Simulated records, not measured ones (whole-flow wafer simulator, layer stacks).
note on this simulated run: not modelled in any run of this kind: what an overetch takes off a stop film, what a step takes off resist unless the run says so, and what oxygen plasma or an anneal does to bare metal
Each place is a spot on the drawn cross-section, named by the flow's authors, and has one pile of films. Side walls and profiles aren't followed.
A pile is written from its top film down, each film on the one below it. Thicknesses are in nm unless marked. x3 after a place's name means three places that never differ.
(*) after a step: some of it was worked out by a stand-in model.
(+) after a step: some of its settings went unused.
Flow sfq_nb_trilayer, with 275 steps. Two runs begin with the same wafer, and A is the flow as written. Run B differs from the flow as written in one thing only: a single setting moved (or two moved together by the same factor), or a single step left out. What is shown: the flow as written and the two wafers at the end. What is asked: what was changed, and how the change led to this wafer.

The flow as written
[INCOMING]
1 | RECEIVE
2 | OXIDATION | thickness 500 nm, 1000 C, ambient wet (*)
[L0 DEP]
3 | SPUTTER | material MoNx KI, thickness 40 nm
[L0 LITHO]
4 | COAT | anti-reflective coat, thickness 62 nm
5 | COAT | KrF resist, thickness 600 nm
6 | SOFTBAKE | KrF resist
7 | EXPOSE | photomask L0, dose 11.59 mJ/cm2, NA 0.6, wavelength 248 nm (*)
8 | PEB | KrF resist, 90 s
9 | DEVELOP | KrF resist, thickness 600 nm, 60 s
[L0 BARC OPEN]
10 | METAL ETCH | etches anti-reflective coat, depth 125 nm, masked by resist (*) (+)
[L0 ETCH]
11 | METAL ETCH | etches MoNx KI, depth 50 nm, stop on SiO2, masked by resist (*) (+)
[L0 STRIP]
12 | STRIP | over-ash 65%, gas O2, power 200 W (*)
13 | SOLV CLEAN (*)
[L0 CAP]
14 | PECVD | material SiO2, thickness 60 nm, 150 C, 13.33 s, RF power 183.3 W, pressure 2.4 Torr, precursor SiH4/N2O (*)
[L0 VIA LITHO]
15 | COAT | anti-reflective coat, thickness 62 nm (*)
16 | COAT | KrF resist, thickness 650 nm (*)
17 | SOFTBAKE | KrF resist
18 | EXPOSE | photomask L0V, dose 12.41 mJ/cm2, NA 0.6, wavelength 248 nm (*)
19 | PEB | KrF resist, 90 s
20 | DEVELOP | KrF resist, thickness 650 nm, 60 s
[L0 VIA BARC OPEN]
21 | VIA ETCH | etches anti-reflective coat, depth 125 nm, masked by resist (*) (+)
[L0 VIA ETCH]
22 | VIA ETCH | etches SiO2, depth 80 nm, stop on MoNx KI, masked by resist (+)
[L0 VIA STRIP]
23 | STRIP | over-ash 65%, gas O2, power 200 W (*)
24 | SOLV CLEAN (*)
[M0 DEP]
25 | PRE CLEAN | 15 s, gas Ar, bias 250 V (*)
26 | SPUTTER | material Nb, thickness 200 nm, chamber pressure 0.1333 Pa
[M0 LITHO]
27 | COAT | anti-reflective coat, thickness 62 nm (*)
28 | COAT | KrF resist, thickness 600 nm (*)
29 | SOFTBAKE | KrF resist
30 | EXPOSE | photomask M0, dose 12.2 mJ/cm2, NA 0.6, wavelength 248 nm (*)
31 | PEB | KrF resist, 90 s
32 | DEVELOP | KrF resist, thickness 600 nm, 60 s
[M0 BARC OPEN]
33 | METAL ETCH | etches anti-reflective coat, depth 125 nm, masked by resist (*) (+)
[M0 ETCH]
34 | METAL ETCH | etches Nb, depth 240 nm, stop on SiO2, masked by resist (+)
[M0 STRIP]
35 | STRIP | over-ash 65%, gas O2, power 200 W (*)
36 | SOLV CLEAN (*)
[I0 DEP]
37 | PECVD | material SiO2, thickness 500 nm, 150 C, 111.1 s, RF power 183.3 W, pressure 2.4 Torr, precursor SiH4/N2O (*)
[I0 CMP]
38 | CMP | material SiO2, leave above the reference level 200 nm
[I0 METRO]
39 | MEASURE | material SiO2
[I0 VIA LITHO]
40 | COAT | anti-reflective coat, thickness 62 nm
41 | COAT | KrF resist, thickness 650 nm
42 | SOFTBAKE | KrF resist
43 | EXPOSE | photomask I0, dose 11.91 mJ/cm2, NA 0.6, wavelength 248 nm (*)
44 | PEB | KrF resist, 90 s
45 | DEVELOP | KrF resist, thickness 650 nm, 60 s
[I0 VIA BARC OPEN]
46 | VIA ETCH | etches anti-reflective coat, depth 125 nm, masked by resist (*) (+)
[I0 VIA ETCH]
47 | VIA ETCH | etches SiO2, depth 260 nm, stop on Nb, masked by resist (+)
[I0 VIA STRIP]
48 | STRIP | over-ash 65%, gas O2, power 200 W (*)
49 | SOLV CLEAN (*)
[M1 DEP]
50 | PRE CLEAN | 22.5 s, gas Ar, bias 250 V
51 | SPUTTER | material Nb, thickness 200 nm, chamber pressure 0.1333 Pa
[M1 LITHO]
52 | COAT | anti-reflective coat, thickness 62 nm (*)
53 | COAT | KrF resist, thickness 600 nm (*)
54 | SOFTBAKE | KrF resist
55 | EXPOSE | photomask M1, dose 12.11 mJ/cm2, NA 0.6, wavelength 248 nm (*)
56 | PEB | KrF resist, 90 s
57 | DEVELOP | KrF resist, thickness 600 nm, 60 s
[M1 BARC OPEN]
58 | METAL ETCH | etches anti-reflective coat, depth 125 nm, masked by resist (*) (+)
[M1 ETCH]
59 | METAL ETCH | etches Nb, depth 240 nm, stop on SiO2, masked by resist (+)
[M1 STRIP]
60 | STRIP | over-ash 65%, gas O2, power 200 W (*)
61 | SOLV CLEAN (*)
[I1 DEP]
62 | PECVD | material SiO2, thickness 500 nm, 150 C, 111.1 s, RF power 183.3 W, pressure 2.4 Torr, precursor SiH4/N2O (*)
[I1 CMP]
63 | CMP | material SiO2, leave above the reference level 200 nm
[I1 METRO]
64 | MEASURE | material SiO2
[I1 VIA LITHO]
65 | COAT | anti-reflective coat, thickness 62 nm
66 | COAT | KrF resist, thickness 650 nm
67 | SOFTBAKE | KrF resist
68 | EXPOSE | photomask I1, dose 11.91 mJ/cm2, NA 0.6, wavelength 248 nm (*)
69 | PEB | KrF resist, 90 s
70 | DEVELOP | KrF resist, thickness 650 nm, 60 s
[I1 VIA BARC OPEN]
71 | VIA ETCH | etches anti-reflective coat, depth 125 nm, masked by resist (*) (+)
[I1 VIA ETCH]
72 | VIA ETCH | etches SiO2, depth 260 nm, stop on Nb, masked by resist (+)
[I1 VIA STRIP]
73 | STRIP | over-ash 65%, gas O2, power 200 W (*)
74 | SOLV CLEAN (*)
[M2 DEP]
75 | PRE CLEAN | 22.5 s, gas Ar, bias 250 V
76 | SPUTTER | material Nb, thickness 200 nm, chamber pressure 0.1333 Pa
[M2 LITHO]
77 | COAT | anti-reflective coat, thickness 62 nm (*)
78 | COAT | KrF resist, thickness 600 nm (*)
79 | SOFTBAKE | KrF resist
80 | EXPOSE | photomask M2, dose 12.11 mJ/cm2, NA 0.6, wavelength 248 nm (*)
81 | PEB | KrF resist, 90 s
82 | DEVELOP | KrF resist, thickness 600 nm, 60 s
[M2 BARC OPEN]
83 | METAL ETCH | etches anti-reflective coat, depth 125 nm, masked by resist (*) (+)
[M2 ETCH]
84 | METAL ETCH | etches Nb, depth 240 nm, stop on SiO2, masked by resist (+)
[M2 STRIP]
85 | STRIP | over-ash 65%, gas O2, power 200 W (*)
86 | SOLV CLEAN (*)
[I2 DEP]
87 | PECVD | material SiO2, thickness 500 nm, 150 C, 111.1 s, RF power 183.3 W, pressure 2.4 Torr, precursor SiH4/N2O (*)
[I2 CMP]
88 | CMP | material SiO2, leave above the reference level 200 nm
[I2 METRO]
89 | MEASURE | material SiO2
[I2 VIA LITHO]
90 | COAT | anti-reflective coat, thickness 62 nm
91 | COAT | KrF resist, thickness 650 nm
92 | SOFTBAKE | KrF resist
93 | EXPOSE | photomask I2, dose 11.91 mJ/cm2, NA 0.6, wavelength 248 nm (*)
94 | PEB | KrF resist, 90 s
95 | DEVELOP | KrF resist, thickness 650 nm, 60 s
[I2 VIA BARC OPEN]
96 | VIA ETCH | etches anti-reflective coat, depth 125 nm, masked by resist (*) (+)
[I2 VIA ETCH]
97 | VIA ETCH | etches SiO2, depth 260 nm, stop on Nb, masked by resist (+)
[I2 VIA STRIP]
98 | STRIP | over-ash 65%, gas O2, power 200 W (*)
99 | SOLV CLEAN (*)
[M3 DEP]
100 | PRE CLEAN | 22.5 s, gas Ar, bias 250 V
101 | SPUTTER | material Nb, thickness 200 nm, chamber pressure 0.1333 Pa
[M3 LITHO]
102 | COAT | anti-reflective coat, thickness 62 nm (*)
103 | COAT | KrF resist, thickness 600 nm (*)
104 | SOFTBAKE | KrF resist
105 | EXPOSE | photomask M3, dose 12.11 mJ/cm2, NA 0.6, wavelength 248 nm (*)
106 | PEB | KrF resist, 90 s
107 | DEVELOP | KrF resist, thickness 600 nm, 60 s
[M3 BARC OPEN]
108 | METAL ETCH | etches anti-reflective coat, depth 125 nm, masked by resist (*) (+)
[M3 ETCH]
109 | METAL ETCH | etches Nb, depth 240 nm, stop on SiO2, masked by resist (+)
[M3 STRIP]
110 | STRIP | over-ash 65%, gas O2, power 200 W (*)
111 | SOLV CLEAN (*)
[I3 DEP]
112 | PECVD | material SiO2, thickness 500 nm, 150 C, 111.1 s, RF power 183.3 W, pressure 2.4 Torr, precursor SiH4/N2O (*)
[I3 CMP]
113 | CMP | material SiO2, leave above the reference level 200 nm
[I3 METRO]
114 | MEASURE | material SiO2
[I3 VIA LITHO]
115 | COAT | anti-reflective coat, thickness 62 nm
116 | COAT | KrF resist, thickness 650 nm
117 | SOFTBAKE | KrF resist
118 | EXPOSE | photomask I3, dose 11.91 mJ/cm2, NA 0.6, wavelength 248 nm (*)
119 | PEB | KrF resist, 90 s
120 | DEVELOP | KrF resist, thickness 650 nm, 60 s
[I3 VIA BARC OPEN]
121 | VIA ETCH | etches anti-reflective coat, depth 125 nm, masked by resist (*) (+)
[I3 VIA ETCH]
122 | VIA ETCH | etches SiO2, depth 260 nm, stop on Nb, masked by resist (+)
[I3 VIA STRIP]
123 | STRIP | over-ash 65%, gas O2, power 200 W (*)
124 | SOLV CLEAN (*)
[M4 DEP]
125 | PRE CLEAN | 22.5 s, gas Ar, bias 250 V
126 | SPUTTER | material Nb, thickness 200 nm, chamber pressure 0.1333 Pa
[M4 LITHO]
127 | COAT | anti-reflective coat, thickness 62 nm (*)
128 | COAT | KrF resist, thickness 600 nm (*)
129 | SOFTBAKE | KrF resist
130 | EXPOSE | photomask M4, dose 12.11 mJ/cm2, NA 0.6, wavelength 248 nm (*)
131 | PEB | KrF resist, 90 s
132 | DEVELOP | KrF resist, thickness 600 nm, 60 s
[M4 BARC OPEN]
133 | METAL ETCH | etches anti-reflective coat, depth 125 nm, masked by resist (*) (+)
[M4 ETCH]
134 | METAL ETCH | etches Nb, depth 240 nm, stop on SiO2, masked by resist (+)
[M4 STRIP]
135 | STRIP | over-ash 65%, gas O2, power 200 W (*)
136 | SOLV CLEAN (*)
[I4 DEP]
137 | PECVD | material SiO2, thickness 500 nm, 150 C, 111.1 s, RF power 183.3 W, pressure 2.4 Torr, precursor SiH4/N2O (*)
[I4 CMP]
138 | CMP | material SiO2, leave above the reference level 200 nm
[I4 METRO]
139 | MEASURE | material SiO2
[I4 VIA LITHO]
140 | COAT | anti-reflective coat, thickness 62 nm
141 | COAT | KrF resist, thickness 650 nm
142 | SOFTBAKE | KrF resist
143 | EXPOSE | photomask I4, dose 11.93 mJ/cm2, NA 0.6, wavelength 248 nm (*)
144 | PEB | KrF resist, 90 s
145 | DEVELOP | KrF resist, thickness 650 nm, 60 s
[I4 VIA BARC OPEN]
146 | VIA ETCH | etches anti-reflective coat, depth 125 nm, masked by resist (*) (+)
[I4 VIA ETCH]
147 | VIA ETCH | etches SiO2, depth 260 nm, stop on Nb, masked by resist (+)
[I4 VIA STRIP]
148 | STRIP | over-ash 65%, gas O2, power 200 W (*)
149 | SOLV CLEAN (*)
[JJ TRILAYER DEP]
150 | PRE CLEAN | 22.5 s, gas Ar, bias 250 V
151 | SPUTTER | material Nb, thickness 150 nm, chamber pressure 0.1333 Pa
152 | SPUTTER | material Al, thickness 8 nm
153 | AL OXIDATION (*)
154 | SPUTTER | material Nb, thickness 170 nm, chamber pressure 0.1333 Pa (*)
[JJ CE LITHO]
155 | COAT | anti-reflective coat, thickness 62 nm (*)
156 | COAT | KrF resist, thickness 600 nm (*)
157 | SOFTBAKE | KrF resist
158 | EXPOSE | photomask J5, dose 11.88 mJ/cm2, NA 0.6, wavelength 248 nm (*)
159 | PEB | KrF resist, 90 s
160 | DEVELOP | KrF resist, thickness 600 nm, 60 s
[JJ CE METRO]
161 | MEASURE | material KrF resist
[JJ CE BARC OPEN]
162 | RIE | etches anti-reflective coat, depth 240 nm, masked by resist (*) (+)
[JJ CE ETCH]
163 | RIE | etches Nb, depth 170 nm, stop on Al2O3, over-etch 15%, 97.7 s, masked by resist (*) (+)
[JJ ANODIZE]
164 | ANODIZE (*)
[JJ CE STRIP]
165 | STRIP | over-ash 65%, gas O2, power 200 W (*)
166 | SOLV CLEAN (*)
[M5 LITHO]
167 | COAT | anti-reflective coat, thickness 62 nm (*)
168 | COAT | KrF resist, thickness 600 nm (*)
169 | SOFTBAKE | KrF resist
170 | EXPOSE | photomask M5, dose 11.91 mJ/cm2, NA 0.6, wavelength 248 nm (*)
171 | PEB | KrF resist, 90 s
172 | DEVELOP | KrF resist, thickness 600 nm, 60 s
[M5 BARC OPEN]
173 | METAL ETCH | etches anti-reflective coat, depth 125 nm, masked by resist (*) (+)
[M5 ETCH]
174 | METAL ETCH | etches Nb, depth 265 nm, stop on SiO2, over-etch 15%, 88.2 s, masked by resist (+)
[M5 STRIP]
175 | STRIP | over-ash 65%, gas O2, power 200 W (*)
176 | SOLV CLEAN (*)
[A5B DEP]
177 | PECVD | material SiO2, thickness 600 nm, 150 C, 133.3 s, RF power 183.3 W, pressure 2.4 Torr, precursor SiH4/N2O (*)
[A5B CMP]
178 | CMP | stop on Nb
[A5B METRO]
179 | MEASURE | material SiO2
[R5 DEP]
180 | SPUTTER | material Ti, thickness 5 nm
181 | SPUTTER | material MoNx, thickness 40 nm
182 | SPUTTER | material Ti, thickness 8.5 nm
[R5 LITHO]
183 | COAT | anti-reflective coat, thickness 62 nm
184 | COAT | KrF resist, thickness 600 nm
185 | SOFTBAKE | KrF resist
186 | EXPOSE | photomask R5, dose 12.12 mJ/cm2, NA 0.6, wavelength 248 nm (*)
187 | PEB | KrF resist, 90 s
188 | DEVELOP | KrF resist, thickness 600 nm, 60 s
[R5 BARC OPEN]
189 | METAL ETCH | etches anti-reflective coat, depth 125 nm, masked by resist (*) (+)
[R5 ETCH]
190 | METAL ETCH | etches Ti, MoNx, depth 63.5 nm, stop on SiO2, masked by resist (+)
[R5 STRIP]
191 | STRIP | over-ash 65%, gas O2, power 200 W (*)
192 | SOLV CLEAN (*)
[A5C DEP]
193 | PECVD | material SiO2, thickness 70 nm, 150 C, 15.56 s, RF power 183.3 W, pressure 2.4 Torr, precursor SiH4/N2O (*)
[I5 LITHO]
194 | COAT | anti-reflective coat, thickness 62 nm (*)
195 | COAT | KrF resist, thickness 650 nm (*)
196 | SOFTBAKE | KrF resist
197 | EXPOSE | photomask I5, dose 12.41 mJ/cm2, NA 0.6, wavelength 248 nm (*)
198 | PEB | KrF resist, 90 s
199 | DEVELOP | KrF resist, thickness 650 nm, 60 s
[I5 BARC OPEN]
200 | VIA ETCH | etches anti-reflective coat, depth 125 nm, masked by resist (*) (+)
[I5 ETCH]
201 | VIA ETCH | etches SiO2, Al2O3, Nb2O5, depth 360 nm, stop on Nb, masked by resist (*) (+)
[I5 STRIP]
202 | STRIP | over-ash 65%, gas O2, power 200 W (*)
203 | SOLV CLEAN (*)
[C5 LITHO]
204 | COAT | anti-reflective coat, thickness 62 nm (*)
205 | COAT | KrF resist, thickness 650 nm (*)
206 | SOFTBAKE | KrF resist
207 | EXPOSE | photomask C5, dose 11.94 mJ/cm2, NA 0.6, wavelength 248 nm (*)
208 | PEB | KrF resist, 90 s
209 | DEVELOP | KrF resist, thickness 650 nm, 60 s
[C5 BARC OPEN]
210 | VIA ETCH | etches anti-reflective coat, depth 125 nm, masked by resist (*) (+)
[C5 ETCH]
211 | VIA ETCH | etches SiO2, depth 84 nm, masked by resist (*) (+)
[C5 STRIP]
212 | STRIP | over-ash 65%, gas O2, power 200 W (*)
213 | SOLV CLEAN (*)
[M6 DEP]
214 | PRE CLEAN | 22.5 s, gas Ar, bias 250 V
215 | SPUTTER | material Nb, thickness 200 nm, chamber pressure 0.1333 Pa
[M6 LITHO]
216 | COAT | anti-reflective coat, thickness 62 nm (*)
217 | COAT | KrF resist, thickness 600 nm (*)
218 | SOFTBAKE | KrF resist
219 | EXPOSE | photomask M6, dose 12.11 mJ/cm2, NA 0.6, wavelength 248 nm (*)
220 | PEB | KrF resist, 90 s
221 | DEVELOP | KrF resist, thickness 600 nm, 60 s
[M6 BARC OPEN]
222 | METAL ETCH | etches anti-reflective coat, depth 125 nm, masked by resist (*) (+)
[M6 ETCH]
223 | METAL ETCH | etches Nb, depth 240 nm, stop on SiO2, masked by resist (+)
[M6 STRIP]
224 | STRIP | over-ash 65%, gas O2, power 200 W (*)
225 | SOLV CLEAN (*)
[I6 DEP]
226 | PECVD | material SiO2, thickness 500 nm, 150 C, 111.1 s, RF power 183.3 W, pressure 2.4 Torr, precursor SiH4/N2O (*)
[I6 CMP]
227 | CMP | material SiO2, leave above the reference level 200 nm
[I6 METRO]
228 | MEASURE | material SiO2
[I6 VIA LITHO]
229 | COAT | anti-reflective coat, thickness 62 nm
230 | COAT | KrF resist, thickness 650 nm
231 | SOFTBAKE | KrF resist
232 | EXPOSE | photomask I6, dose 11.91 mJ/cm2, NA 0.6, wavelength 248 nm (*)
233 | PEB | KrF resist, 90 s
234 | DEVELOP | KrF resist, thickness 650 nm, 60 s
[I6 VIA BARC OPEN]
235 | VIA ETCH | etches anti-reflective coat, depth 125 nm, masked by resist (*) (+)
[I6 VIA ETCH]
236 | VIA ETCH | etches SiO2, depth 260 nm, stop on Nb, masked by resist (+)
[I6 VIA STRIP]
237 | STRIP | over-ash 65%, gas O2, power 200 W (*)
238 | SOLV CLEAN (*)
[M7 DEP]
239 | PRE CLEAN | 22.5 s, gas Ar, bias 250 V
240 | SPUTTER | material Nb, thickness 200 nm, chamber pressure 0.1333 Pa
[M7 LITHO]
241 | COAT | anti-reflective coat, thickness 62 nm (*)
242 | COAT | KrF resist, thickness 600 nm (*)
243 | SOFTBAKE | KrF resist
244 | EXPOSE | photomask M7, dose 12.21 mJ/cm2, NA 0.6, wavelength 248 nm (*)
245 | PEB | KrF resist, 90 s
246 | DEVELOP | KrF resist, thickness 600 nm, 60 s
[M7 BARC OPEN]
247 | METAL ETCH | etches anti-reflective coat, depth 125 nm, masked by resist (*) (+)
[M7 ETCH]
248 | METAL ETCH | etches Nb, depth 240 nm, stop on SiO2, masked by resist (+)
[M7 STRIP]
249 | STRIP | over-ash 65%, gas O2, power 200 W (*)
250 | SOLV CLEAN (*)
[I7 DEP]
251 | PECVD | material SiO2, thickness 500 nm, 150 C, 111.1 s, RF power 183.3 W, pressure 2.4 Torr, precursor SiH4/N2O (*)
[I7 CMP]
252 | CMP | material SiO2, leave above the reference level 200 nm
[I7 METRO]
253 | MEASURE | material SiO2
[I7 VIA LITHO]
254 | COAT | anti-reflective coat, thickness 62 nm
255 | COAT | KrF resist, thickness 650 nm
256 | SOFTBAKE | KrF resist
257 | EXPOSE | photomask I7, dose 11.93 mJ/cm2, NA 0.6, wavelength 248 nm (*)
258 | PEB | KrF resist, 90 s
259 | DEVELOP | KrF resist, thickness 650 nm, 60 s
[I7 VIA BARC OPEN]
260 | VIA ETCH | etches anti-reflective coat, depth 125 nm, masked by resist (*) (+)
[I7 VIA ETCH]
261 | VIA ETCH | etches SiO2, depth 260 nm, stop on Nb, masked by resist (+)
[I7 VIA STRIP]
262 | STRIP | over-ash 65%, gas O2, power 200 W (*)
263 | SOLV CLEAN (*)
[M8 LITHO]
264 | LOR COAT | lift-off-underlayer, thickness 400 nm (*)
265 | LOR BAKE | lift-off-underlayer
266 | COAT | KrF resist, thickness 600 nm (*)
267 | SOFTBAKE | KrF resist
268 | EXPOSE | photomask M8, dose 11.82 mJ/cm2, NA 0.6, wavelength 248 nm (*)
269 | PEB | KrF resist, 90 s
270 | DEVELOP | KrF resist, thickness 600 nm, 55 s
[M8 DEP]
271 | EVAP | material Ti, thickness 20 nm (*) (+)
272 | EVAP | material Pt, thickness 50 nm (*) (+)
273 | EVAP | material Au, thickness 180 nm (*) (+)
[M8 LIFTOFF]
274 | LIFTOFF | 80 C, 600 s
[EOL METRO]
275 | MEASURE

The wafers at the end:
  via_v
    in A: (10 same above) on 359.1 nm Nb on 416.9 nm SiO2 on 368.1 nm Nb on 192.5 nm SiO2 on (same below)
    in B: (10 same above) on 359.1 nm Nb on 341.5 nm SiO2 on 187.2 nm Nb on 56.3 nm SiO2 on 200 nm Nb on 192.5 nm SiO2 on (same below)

What caused this: step 72, VIA ETCH: depth 136 nm was run, though the flow has depth 260 nm.

Step by step, how the change led to this:
  72 | VIA ETCH | etches SiO2, depth 260 nm, stop on Nb, masked by resist (+)
      via_v: A -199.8 SiO2 (all of it) | B -136 SiO2
      field_l, v_sur, via_wl and 102 more: A -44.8 KrF resist | B -23.4 KrF resist
  73 | STRIP | over-ash 65%, gas O2, power 200 W (*)
      field_l, v_sur, via_wl and 102 more: A -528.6 KrF resist (all of it), -62 anti-reflective coat (all of it) | B -550 KrF resist (all of it), -62 anti-reflective coat (all of it)
  75 | PRE CLEAN | 22.5 s, gas Ar, bias 250 V
      via_v: A -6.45 Nb | B -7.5 SiO2
  76 | SPUTTER | material Nb, thickness 200 nm, chamber pressure 0.1333 Pa
      via_v: A +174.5 Nb | B +187.2 Nb (new film)
  77 | COAT | anti-reflective coat, thickness 62 nm (*)
      via_sp: A +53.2 anti-reflective coat (new film) | B +54.4 anti-reflective coat (new film)
      via_v: A +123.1 anti-reflective coat (new film) | B +108.8 anti-reflective coat (new film)
      (also at 1 further place)
  78 | COAT | KrF resist, thickness 600 nm (*)
      via_v: A +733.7 KrF resist (new film) | B +682.6 KrF resist (new film)
  85 | STRIP | over-ash 65%, gas O2, power 200 W (*)
      via_sp: A -374.4 KrF resist (all of it), -53.2 anti-reflective coat (all of it) | B -378.6 KrF resist (all of it), -54.4 anti-reflective coat (all of it)
      via_v: A -515.8 KrF resist (all of it), -123.1 anti-reflective coat (all of it) | B -464.8 KrF resist (all of it), -108.8 anti-reflective coat (all of it)
      (also at 1 further place)
  87 | PECVD | material SiO2, thickness 500 nm, 150 C, 111.1 s, RF power 183.3 W, pressure 2.4 Torr, precursor SiH4/N2O (*)
      via_v: A +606 SiO2 (new film) | B +506 SiO2 (new film)
  88 | CMP | material SiO2, leave above the reference level 200 nm
      via_v: A -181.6 SiO2 | B -157.1 SiO2
If metal films that touch count as one body, via_v has 7 bodies (between them, from the top down: SiO2 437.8; SiO2 209 / Al2O3 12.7 / Nb2O5 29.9; SiO2 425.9; SiO2 341.5; SiO2 56.3; SiO2 192.5); the flow as written gives 6 bodies (between them, from the top down: SiO2 437.8; SiO2 209 / Al2O3 12.7 / Nb2O5 29.9; SiO2 425.9; SiO2 416.9; SiO2 192.5).
